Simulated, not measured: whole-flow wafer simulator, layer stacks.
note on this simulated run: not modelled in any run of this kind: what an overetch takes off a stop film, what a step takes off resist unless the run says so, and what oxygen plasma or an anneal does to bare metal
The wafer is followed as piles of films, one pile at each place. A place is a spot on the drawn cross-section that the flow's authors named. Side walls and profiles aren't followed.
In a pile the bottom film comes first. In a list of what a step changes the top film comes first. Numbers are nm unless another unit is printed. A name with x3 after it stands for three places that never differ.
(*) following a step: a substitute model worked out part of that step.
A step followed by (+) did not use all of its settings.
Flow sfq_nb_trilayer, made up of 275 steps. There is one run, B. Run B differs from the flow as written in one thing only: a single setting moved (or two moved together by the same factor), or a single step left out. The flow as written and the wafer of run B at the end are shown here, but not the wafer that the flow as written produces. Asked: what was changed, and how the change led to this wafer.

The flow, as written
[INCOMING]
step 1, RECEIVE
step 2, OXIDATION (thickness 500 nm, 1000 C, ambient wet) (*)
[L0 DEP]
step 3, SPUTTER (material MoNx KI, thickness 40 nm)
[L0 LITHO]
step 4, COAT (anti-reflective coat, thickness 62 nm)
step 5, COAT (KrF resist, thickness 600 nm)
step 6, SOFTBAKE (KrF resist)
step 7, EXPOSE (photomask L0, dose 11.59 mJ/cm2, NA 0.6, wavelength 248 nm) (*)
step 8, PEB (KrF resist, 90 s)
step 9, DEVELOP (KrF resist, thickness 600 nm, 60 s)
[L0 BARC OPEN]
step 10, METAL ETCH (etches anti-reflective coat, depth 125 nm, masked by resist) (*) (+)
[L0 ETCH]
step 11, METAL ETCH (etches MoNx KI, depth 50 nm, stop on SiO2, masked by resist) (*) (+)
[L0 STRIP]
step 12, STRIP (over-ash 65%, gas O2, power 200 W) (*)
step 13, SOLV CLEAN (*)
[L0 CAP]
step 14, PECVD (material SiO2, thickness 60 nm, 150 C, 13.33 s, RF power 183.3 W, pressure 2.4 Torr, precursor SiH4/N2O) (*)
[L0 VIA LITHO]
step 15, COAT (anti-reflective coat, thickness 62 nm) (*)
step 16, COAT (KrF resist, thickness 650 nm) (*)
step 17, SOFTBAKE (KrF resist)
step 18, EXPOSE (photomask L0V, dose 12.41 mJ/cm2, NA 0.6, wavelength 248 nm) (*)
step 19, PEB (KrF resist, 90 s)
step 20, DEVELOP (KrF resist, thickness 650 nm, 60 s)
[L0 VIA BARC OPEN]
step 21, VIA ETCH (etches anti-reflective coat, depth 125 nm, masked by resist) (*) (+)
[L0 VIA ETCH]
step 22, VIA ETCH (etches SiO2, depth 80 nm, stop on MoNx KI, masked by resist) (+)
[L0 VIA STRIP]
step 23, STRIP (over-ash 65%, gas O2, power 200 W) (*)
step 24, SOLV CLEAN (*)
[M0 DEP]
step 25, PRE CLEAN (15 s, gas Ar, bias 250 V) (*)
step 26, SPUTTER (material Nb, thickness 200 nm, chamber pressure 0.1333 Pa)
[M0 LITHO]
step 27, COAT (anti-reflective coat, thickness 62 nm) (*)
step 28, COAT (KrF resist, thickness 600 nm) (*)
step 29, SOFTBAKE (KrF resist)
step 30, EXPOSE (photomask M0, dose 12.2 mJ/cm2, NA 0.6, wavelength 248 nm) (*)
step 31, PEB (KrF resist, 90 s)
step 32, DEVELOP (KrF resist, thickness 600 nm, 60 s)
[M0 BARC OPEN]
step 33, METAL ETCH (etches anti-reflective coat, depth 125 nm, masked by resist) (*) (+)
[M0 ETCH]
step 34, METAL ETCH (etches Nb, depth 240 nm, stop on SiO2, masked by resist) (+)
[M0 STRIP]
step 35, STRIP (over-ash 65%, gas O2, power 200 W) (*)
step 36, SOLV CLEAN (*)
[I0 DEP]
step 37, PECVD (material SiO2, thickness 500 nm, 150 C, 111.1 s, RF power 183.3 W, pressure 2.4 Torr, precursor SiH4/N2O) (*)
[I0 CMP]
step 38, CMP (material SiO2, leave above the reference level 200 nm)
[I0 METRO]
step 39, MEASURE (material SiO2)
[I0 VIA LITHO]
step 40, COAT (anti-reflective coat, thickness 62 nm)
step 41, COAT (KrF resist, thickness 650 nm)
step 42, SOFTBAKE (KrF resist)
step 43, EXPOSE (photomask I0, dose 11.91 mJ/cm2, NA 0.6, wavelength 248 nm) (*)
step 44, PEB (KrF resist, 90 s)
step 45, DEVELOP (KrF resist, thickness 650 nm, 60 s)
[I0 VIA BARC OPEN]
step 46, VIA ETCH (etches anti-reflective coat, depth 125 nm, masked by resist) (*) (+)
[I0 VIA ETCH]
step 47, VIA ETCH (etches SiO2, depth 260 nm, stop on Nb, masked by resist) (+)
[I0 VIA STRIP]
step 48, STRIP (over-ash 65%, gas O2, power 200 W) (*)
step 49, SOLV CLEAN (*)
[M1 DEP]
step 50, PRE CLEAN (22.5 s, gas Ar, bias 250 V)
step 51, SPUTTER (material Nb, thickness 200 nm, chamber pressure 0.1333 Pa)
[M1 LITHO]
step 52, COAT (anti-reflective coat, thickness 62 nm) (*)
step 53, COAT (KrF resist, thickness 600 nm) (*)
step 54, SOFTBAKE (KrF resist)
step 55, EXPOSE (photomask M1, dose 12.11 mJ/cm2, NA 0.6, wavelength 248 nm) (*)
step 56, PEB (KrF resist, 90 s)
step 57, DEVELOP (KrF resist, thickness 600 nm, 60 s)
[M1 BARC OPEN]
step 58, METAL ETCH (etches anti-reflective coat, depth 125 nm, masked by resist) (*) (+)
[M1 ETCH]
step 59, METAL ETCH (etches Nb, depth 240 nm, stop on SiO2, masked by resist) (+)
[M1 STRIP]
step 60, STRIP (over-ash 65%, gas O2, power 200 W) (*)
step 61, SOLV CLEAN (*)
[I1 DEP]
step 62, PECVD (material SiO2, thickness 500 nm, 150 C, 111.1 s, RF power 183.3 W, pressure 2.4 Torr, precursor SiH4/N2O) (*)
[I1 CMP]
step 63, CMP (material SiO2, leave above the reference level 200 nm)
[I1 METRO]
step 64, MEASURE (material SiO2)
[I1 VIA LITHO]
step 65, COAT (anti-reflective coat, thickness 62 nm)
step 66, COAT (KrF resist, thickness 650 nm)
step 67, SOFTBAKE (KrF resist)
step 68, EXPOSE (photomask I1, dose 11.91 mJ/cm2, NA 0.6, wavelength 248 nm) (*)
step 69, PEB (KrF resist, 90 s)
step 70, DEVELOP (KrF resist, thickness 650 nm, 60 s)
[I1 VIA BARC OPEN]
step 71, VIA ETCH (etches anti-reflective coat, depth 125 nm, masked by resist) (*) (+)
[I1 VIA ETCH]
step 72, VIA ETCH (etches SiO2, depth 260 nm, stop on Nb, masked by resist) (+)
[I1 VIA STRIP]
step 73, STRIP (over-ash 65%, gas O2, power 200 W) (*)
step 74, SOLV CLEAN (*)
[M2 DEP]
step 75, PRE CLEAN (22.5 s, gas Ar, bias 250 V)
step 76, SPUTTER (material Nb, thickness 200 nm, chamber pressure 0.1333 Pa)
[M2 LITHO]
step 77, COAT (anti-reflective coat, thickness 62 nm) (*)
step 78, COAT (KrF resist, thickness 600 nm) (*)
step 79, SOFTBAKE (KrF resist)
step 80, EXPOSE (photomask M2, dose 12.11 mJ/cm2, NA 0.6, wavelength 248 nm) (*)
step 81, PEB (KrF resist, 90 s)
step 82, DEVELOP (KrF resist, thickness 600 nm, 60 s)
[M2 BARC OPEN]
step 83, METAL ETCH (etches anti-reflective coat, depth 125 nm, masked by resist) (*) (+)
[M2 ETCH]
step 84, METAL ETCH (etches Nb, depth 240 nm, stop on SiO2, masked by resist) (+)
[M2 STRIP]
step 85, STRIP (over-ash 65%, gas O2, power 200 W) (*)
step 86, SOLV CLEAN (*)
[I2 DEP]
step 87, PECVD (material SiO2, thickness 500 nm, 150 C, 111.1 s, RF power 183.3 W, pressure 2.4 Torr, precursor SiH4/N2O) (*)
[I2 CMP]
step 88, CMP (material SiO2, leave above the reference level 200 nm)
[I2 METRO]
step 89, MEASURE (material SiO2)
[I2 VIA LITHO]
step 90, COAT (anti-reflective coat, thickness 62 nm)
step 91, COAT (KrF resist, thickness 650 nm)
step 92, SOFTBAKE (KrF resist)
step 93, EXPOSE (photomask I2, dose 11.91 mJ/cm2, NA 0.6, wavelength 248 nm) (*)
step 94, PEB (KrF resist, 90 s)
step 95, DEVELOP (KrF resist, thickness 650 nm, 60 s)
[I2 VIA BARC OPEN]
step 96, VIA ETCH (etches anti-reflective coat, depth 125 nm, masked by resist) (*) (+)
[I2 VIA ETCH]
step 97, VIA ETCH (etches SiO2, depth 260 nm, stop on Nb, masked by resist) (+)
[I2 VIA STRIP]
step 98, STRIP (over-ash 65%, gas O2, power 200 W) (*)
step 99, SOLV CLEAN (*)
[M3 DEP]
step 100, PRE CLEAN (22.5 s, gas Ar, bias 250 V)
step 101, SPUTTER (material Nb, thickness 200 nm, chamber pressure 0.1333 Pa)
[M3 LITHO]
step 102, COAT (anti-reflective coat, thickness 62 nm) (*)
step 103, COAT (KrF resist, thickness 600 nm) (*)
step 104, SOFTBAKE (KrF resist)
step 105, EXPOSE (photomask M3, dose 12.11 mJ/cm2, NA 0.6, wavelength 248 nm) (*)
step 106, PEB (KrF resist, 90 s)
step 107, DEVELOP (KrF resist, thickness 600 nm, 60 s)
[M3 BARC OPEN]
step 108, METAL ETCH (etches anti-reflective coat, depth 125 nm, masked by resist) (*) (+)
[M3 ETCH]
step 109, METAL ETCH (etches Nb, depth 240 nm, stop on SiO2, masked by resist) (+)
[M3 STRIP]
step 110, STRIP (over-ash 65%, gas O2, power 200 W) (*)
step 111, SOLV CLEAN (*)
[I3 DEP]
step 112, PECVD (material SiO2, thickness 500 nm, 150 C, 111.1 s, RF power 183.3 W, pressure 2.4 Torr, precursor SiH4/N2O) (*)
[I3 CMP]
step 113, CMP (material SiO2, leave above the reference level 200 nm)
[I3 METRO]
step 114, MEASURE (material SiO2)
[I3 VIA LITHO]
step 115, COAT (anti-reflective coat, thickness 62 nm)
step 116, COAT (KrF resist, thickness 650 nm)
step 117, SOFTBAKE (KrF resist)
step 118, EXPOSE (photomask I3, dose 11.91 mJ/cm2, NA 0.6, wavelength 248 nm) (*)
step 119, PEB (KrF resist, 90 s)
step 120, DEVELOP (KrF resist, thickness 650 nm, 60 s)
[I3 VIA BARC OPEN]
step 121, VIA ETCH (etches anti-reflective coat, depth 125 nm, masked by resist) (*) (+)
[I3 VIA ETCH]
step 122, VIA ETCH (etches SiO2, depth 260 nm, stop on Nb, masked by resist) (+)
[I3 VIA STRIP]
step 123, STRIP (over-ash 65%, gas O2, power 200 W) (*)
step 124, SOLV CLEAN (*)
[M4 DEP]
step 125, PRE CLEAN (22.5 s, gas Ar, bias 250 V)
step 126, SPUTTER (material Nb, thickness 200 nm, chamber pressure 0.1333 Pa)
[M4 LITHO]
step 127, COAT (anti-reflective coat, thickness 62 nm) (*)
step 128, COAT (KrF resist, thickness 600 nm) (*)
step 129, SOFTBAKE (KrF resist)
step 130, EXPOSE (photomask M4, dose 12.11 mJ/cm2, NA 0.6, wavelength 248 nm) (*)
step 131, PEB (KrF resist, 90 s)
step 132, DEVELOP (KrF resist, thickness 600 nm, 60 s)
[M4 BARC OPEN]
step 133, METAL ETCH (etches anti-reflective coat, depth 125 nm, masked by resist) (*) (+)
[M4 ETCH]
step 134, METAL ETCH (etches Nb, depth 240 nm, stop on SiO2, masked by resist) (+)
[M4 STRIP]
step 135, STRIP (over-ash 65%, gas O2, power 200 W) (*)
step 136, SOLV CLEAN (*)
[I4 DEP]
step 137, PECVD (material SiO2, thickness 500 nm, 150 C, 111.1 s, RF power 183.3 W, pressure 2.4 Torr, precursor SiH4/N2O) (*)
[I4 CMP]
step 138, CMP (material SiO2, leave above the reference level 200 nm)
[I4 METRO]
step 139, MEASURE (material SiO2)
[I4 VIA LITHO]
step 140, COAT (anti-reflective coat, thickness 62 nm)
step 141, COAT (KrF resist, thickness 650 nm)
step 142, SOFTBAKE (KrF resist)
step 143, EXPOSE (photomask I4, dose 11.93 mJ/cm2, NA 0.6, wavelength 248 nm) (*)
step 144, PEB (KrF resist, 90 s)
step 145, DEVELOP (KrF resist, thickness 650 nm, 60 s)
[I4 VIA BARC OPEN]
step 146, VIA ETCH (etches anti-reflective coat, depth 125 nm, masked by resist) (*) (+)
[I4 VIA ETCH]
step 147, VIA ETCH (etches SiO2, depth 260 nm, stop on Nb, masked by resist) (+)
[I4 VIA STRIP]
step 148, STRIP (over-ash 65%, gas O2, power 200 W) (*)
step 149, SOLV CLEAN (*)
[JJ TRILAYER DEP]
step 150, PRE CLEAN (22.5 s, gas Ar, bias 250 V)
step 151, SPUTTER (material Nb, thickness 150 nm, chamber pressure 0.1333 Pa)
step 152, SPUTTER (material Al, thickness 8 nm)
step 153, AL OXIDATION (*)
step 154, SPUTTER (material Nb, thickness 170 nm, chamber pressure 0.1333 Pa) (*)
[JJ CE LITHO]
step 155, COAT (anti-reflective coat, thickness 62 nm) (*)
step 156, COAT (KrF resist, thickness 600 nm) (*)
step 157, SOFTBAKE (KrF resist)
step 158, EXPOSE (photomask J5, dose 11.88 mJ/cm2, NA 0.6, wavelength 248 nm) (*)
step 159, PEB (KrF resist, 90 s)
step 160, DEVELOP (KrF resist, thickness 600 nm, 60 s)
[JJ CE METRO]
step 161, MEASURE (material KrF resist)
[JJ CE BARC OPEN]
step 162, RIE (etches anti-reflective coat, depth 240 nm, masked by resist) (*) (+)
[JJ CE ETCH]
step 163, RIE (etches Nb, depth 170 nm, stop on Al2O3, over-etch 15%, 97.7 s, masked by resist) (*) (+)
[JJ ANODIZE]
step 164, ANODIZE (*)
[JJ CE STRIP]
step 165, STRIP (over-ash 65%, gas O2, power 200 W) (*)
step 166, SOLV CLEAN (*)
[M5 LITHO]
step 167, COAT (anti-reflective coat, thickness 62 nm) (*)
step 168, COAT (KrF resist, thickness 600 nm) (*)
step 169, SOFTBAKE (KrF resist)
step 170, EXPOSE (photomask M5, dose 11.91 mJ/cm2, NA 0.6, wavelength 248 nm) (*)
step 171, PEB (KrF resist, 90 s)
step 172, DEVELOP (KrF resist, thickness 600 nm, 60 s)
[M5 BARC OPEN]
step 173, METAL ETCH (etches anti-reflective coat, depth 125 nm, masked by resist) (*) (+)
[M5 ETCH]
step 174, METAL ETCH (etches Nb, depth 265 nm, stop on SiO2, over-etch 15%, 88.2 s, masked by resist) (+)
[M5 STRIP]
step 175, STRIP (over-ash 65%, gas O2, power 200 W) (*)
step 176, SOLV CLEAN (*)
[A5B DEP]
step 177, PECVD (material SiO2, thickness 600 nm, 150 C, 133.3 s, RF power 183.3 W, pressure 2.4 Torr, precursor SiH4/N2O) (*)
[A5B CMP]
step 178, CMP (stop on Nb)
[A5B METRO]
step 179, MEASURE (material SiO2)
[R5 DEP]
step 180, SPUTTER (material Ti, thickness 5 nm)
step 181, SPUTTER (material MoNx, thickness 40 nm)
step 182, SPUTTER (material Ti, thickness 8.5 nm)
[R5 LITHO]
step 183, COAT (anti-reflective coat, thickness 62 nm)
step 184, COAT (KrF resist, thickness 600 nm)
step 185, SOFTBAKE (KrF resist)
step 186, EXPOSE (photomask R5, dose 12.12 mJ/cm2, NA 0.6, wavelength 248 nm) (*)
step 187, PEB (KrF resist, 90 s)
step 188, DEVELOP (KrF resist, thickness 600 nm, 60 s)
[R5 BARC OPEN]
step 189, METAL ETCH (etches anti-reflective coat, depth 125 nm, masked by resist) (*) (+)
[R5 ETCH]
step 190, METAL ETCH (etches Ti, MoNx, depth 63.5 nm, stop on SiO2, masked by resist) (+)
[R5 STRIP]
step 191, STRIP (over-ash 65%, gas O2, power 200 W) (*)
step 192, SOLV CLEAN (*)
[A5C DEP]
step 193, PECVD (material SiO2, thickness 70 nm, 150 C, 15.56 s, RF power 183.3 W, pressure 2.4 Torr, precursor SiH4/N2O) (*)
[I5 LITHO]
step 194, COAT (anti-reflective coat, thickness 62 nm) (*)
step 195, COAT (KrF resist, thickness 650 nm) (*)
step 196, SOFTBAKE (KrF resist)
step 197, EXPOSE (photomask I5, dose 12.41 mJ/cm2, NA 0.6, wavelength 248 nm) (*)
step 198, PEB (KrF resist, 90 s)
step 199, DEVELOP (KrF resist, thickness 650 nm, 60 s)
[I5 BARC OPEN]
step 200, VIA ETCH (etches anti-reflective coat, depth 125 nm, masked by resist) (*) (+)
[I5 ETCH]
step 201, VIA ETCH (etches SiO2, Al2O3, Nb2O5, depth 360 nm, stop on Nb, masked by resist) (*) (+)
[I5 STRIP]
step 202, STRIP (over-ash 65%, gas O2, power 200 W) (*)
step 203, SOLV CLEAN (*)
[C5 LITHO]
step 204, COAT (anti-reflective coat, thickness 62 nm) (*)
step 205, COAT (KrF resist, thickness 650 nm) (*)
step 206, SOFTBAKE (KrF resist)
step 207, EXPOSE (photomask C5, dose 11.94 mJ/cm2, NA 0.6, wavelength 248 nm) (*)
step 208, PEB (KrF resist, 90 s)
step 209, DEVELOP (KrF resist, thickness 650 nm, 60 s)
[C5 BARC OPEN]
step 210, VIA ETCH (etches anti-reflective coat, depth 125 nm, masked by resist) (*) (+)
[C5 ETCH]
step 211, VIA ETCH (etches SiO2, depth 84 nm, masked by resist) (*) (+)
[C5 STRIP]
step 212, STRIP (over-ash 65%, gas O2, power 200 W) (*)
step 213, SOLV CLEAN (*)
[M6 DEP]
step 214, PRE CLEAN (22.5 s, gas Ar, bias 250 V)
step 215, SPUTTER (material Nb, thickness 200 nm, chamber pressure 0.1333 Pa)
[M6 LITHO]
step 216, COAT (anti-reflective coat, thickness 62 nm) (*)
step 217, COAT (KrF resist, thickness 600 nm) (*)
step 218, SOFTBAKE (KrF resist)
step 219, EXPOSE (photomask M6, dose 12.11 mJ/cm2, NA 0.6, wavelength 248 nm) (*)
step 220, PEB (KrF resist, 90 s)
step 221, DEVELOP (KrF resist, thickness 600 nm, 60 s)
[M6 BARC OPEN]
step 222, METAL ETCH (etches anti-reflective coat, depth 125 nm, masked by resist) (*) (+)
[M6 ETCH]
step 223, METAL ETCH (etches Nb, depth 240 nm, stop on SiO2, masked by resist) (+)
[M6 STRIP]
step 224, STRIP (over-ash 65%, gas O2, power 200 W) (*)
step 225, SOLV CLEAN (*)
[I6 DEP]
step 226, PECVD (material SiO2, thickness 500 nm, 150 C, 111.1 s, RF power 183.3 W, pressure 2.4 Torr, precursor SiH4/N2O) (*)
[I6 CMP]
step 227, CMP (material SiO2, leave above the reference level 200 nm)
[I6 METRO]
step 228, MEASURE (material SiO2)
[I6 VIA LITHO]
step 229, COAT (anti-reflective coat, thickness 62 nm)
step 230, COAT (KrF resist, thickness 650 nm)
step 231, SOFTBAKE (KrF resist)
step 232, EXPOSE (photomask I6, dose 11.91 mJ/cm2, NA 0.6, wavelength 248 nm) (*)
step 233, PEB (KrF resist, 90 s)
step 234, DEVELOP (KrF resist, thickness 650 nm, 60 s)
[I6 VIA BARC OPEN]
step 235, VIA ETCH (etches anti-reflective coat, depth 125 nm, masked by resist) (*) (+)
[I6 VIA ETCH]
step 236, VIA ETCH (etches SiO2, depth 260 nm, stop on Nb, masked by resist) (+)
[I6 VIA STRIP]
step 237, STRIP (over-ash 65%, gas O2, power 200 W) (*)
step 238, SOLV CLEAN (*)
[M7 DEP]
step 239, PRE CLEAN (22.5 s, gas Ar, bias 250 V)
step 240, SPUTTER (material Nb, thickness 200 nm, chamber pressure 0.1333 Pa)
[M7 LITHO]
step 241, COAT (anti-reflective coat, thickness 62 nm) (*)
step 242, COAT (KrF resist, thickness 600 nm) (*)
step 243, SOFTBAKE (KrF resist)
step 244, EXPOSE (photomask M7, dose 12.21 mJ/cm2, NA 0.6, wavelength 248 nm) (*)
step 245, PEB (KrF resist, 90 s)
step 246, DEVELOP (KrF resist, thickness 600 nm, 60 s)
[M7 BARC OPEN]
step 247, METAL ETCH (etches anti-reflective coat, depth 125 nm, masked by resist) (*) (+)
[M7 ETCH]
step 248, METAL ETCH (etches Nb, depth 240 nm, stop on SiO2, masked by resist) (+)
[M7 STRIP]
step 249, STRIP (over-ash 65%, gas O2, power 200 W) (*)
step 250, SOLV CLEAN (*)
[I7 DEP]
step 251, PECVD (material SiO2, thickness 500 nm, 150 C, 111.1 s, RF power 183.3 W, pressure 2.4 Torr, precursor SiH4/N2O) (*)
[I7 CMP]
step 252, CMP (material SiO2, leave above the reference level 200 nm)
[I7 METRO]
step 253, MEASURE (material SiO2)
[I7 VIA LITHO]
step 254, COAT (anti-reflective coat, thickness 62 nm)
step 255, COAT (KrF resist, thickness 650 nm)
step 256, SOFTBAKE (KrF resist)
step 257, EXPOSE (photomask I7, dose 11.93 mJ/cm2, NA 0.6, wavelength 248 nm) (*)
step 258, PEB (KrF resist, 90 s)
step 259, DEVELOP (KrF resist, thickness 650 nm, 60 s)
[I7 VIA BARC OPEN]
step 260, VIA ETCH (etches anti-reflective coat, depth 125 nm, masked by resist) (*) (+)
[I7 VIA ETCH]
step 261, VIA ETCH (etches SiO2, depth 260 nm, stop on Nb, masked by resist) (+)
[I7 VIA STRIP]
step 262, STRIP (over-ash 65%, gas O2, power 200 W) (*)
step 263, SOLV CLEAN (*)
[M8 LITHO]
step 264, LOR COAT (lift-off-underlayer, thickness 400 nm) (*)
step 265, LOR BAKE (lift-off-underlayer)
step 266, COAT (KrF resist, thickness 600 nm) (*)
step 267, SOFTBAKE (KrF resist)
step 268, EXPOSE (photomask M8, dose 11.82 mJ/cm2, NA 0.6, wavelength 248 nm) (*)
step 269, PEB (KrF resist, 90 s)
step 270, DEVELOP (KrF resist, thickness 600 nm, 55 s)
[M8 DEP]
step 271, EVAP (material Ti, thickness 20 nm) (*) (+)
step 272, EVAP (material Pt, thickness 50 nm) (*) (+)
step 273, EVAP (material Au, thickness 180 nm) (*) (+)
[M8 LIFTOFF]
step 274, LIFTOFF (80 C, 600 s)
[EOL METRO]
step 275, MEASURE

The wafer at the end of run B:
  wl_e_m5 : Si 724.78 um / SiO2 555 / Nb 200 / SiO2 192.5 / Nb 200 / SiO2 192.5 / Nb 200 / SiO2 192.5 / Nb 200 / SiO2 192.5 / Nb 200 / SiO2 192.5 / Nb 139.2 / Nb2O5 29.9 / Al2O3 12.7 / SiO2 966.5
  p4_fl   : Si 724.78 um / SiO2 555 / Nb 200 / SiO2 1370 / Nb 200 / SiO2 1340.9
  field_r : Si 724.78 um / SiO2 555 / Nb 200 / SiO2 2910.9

What caused this: step 215, SPUTTER: thickness 165 nm was run, whereas the flow has thickness 200 nm.

The path from the change to this, step by step:
  step 215, SPUTTER (material Nb, thickness 200 nm, chamber pressure 0.1333 Pa)
      field_l, v_sur, via_wl and 100 more: +165 Nb (new film) (in the flow as written it would be: +200 Nb (new film))
      be: +121.8 Nb (in the flow as written it would be: +147.3 Nb)
      (and at 2 other places as well)
  step 216, COAT (anti-reflective coat, thickness 62 nm) (*)
      be: +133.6 anti-reflective coat (new film) (in the flow as written it would be: +136.7 anti-reflective coat (new film))
  step 223, METAL ETCH (etches Nb, depth 240 nm, stop on SiO2, masked by resist) (+)
      field_l, gap, moat and 76 more: -165 Nb (all of it) (in the flow as written it would be: -200 Nb (all of it))
  step 224, STRIP (over-ash 65%, gas O2, power 200 W) (*)
      be: -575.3 KrF resist (all of it), -133.6 anti-reflective coat (all of it) (in the flow as written it would be: -575.8 KrF resist (all of it), -136.7 anti-reflective coat (all of it))
  step 226, PECVD (material SiO2, thickness 500 nm, 150 C, 111.1 s, RF power 183.3 W, pressure 2.4 Torr, precursor SiH4/N2O) (*)
      gap, wl_a_sl, m6r_space_l x2: +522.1 SiO2 (in the flow as written it would be: +557.1 SiO2)
  step 227, CMP (material SiO2, leave above the reference level 200 nm)
      field_l, p4_fl, p4_fm and 59 more: -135 SiO2 (in the flow as written it would be: -100 SiO2)
      moat, field_r, lsp_l, ln_m5, lsp_m: -129.7 SiO2 (in the flow as written it would be: -93.6 SiO2)
      (and at 8 other places as well)
